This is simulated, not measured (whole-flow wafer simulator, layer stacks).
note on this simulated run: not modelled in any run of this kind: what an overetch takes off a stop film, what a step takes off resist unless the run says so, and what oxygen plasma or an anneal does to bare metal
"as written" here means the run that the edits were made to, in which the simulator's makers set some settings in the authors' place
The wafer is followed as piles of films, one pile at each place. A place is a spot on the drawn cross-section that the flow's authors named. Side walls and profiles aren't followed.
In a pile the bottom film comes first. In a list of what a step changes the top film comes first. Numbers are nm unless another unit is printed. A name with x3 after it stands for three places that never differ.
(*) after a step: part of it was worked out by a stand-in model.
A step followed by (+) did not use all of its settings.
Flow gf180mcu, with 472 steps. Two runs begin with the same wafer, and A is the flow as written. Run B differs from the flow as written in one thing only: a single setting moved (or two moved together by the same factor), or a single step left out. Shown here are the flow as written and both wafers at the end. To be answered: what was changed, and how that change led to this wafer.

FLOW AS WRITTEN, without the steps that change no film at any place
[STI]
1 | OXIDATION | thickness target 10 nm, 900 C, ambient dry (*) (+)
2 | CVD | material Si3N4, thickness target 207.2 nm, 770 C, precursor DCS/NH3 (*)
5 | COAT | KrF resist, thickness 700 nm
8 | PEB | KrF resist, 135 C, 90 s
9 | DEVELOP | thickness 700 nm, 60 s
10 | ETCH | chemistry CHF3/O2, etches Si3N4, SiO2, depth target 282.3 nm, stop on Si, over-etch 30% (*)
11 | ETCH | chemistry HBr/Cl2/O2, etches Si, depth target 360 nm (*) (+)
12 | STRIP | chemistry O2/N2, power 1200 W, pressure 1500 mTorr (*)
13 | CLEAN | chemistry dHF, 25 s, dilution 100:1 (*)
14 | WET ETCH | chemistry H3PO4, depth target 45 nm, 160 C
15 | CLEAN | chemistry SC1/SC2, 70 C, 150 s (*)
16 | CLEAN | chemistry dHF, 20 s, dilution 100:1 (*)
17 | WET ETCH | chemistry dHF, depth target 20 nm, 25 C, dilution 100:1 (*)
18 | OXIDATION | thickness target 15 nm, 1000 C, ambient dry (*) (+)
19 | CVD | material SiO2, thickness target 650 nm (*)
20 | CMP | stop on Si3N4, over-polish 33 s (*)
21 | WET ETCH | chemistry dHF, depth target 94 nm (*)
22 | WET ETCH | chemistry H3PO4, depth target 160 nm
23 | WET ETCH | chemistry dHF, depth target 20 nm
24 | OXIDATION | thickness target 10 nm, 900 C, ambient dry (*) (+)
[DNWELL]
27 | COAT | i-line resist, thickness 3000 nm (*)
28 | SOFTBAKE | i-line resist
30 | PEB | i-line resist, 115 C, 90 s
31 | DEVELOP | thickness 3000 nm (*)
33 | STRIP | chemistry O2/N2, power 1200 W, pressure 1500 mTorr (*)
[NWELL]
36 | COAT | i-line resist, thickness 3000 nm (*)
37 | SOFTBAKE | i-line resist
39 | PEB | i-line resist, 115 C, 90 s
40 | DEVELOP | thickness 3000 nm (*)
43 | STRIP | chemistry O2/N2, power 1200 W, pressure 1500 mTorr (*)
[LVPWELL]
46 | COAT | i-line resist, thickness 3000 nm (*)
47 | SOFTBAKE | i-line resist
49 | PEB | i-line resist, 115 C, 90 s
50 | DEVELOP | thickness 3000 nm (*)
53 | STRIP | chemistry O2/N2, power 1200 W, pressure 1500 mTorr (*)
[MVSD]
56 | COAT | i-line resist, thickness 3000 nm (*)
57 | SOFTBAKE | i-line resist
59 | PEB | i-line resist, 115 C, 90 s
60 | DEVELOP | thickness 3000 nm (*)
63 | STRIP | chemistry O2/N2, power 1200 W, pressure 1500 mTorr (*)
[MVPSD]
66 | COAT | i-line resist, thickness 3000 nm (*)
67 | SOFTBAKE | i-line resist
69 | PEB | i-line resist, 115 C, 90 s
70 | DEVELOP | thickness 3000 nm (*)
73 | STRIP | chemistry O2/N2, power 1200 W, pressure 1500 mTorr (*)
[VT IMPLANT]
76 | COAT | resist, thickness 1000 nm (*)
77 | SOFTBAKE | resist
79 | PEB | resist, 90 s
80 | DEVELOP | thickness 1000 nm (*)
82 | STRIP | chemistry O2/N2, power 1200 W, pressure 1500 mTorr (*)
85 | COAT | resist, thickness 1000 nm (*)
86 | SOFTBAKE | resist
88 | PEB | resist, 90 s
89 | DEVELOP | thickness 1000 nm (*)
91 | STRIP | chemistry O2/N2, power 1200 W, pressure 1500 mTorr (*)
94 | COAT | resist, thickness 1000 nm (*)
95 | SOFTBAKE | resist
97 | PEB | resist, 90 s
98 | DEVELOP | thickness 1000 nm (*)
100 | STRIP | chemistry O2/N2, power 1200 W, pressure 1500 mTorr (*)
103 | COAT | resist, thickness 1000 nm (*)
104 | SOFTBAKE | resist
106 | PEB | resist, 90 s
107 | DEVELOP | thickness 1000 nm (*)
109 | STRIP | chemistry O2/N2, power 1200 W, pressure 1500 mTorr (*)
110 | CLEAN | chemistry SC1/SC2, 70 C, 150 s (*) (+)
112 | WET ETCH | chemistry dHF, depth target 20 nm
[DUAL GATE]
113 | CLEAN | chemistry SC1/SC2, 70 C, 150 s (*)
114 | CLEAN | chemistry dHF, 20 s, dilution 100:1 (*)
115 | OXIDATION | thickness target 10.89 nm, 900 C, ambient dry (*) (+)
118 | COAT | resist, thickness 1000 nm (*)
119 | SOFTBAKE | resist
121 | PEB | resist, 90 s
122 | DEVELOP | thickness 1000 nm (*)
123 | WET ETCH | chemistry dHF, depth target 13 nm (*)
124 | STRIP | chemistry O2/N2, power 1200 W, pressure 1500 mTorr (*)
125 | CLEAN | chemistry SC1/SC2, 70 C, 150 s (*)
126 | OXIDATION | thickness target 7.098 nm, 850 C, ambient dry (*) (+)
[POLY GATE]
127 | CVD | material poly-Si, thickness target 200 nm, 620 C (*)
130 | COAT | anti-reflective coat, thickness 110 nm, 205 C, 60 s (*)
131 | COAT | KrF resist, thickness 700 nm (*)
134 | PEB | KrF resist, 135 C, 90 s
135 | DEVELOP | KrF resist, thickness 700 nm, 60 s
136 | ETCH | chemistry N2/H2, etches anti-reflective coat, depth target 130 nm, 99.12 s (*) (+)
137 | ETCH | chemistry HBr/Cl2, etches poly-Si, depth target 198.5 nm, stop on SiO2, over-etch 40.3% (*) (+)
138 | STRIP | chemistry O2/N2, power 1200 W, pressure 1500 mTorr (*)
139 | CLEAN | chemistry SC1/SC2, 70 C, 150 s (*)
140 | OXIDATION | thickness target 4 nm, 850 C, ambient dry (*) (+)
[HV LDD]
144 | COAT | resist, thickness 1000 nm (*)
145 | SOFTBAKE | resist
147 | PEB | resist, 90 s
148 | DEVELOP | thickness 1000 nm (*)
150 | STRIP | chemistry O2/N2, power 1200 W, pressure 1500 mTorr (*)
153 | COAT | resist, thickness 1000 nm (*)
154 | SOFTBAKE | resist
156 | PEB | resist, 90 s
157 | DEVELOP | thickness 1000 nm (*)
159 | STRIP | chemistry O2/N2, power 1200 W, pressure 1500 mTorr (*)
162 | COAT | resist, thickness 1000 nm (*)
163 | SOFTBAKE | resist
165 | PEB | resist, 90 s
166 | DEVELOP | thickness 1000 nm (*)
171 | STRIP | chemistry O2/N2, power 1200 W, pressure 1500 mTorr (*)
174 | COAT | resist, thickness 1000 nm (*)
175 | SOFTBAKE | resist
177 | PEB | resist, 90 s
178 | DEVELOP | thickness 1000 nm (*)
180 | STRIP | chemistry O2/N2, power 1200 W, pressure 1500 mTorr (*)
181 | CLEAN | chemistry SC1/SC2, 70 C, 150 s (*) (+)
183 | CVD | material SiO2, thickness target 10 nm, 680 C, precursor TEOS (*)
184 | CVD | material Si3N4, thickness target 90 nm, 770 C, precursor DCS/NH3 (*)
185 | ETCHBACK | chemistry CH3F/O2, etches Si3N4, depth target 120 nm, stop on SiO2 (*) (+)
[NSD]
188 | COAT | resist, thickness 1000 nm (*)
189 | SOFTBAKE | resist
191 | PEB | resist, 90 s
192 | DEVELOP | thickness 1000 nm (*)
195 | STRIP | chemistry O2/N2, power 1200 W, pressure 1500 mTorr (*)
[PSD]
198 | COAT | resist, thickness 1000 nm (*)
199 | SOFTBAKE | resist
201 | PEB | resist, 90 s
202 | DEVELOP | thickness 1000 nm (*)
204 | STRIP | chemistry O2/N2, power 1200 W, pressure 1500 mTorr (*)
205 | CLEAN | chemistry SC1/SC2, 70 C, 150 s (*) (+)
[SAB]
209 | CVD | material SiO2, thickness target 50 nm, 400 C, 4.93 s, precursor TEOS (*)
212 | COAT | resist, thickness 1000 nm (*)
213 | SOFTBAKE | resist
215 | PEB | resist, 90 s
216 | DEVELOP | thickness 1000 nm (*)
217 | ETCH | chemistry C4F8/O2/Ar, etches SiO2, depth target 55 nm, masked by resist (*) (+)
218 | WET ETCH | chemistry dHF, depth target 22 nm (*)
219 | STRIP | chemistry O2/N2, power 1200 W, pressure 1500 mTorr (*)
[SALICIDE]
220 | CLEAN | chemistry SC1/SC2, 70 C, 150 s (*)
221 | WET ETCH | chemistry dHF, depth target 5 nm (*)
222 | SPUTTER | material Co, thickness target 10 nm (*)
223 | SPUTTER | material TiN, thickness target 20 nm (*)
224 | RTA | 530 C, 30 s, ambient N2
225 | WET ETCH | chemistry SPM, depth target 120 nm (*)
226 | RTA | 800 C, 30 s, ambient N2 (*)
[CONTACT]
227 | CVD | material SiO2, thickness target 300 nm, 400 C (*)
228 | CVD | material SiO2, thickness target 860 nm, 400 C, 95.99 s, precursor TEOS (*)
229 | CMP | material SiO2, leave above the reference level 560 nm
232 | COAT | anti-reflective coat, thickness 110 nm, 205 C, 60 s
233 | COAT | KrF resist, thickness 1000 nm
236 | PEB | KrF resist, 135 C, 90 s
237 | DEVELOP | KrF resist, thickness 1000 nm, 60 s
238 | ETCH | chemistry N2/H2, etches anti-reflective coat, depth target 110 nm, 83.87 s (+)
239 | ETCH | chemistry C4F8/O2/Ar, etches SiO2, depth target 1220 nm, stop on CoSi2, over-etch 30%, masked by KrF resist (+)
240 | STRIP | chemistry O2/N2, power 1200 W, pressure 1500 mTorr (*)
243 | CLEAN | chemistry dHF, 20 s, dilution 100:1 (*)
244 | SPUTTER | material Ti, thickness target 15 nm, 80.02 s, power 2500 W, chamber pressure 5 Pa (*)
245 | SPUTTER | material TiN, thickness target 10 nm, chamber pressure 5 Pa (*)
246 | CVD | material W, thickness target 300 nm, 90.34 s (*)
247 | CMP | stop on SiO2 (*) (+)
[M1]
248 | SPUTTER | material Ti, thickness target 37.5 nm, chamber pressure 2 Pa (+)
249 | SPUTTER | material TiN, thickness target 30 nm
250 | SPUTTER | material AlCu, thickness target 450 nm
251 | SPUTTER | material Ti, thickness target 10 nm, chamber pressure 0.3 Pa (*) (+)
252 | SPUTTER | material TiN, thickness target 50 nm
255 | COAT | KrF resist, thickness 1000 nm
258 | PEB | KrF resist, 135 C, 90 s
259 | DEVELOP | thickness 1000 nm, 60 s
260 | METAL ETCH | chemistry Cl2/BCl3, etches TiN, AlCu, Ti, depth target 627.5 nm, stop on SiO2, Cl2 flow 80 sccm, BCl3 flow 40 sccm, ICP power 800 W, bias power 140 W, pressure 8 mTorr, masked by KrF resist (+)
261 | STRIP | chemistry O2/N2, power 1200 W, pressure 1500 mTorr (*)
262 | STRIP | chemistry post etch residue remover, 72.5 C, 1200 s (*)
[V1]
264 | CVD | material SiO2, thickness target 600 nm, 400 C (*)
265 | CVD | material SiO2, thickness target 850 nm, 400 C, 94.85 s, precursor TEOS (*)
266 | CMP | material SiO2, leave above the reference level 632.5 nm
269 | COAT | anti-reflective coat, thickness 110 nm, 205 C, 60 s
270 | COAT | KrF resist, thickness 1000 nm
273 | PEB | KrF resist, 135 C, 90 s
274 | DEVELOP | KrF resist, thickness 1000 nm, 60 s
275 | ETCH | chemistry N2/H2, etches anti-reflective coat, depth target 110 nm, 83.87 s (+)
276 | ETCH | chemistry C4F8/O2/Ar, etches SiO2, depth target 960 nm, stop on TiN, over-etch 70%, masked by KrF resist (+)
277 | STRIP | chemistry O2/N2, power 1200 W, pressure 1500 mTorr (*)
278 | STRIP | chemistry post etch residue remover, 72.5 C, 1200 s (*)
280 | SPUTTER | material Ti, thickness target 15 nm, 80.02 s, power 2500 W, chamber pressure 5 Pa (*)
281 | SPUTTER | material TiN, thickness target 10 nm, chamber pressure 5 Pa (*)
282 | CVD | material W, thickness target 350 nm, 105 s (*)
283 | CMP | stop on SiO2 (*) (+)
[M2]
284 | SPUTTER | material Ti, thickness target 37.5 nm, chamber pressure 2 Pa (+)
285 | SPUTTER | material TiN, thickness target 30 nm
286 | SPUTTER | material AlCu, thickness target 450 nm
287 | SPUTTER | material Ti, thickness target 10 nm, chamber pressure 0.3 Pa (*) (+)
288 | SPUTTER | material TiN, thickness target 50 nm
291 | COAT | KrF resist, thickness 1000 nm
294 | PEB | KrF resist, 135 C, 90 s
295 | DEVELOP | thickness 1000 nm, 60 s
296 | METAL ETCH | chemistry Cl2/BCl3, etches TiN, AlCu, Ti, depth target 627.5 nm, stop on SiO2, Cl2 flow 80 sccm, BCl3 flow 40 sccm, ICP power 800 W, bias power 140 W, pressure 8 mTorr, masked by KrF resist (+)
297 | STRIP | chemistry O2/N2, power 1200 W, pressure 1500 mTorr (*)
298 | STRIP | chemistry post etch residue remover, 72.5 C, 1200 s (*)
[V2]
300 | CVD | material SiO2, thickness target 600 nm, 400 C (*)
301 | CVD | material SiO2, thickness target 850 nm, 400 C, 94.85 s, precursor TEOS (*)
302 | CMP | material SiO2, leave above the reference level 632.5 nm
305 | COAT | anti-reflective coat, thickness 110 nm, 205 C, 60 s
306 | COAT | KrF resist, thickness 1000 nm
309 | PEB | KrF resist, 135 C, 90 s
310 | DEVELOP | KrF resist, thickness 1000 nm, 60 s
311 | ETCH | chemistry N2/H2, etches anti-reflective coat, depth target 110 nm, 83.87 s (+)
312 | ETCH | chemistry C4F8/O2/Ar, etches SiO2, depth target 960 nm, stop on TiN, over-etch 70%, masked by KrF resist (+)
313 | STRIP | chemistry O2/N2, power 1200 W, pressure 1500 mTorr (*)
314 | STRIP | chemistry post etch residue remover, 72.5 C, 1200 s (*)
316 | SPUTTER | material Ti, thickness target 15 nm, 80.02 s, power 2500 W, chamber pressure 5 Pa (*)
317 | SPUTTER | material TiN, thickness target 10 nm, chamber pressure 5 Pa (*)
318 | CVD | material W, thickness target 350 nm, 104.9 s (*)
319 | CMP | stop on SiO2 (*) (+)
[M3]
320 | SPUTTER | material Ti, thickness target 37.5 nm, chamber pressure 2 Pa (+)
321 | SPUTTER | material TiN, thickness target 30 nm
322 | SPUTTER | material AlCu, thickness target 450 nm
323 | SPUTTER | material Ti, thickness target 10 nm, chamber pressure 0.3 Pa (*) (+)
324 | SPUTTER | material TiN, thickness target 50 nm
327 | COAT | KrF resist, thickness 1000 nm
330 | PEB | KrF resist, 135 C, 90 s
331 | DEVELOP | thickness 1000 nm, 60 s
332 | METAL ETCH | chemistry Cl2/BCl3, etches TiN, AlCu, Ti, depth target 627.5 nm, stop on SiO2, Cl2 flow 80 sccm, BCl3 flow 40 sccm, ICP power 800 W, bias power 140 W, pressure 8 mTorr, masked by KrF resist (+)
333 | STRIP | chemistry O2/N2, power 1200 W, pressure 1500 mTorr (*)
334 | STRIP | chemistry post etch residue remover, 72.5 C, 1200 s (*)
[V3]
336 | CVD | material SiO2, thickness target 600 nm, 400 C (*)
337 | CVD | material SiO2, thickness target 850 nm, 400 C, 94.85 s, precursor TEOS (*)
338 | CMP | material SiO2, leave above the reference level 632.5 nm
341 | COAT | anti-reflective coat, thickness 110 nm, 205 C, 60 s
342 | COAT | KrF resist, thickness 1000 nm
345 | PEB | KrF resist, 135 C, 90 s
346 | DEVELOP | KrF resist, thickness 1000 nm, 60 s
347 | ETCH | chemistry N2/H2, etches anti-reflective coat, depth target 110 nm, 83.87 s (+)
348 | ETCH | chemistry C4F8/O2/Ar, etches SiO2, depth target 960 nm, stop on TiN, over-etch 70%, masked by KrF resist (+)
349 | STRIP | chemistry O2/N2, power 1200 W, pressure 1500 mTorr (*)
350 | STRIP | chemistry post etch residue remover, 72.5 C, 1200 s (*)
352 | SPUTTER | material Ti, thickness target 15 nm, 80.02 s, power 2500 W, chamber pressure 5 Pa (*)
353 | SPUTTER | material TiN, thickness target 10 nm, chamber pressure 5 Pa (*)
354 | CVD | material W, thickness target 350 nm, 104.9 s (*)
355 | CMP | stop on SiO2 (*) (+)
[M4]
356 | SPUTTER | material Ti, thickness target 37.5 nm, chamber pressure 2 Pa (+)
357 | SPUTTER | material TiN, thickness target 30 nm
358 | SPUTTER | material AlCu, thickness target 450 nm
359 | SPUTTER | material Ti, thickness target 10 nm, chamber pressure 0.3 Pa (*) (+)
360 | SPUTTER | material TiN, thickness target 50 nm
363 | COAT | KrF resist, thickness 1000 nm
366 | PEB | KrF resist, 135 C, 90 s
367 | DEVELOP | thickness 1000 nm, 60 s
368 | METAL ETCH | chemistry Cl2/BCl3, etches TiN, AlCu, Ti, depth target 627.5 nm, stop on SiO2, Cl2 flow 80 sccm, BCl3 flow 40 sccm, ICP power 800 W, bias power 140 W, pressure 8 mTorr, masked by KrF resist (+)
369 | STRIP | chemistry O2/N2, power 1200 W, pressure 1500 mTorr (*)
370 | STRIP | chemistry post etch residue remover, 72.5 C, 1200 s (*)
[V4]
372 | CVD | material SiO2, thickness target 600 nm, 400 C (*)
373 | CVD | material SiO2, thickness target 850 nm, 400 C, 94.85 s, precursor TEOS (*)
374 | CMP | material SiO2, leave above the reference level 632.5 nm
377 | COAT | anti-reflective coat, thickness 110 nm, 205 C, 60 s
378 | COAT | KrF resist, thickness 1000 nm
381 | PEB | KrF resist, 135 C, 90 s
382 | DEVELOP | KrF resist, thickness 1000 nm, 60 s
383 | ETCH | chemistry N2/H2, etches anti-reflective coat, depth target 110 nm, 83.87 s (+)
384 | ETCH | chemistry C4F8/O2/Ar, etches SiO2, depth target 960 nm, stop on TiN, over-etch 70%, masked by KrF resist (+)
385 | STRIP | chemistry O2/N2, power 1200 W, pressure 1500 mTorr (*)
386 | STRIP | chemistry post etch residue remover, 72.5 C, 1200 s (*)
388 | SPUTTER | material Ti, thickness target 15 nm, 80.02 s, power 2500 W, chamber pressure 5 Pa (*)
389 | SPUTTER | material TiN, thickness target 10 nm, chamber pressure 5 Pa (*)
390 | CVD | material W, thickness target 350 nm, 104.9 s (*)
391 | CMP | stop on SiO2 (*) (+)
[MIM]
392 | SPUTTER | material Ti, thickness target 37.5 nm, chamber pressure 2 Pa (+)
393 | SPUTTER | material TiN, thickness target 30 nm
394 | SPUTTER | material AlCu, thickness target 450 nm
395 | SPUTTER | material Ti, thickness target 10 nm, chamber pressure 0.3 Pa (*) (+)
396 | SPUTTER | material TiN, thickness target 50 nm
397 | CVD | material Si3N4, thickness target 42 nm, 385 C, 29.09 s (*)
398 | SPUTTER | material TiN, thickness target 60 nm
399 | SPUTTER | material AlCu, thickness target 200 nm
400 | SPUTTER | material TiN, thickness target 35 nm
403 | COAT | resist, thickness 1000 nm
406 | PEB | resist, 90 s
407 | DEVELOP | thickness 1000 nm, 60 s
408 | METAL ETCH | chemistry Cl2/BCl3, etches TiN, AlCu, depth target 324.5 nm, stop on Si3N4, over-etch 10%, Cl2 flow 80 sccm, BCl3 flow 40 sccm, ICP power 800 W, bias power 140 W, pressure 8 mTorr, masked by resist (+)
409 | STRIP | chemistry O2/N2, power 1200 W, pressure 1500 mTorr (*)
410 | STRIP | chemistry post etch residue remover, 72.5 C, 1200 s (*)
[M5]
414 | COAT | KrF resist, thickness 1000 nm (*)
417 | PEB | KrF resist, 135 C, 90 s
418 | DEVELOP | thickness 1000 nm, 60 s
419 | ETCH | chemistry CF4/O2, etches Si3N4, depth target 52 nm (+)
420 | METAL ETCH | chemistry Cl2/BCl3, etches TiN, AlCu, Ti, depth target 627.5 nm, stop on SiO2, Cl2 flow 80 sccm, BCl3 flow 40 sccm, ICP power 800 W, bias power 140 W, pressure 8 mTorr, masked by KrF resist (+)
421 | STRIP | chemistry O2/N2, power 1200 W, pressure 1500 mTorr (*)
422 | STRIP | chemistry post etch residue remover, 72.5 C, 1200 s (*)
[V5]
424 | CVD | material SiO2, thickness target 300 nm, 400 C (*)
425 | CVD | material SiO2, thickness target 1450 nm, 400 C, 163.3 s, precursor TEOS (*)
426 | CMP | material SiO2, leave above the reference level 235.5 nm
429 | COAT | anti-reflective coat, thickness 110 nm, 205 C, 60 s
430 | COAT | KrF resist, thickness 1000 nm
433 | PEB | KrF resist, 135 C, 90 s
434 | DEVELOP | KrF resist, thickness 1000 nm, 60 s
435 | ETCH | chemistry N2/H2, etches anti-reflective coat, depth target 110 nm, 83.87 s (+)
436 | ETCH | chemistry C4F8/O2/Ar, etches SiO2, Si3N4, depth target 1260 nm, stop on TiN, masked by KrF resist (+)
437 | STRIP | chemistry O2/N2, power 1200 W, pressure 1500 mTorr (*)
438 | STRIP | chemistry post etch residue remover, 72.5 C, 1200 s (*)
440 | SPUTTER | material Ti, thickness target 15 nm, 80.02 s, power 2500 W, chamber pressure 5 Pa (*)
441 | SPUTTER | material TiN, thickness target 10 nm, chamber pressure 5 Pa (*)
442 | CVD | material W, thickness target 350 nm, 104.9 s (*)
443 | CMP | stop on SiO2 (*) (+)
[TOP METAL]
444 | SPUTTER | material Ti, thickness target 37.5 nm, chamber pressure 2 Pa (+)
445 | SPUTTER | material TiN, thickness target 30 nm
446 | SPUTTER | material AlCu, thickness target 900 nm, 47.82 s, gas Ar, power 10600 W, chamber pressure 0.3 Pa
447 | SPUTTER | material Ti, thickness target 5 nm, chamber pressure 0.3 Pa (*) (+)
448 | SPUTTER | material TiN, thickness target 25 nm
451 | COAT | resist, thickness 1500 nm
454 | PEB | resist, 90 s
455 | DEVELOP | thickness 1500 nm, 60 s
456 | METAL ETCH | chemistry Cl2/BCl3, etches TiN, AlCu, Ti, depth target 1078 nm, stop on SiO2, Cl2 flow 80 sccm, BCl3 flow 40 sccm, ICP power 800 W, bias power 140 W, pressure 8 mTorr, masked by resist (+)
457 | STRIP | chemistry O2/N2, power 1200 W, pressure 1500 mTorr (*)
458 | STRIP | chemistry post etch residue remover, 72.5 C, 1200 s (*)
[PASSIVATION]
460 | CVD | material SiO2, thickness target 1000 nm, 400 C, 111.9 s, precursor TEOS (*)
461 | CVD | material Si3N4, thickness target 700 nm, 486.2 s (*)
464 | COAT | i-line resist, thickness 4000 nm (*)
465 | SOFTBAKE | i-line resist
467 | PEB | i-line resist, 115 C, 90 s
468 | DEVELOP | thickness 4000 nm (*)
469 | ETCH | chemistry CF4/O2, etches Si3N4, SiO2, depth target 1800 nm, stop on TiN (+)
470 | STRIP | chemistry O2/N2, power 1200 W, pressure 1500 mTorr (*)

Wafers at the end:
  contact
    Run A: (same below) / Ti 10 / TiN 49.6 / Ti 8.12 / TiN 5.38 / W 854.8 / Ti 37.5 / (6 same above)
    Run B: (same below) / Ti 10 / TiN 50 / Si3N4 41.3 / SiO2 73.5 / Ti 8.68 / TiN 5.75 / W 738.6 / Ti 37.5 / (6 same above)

Cause: step 436, ETCH: depth target 756 nm was run, while the flow as written has depth target 1260 nm.

Step by step, how the change led to this:
  436 | ETCH | chemistry C4F8/O2/Ar, etches SiO2, Si3N4, depth target 1260 nm, stop on TiN, masked by KrF resist (+)
      contact: A SiO2 loses 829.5 (all of it), Si3N4 loses 41.3 (all of it) | B SiO2 loses 756
      field, field__w1, field__w2 and 108 more: A KrF resist loses 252 | B KrF resist loses 151.2
  437 | STRIP | chemistry O2/N2, power 1200 W, pressure 1500 mTorr (*)
      field, field__w1, field__w2 and 108 more: A KrF resist loses 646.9 (all of it), anti-reflective coat loses 110 (all of it) | B KrF resist loses 747.7 (all of it), anti-reflective coat loses 110 (all of it)
  440 | SPUTTER | material Ti, thickness target 15 nm, 80.02 s, power 2500 W, chamber pressure 5 Pa (*)
      contact: A Ti gains 8.12 (new film) | B Ti gains 8.68 (new film)
  442 | CVD | material W, thickness target 350 nm, 104.9 s (*)
      contact: A W gains 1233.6 (new film) | B W gains 1117.4 (new film)
Taking metal films that touch as one body, contact has 2 bodies (between them, from the top down: SiO2 73.5 / Si3N4 41.3); the flow as written gives 1 body.
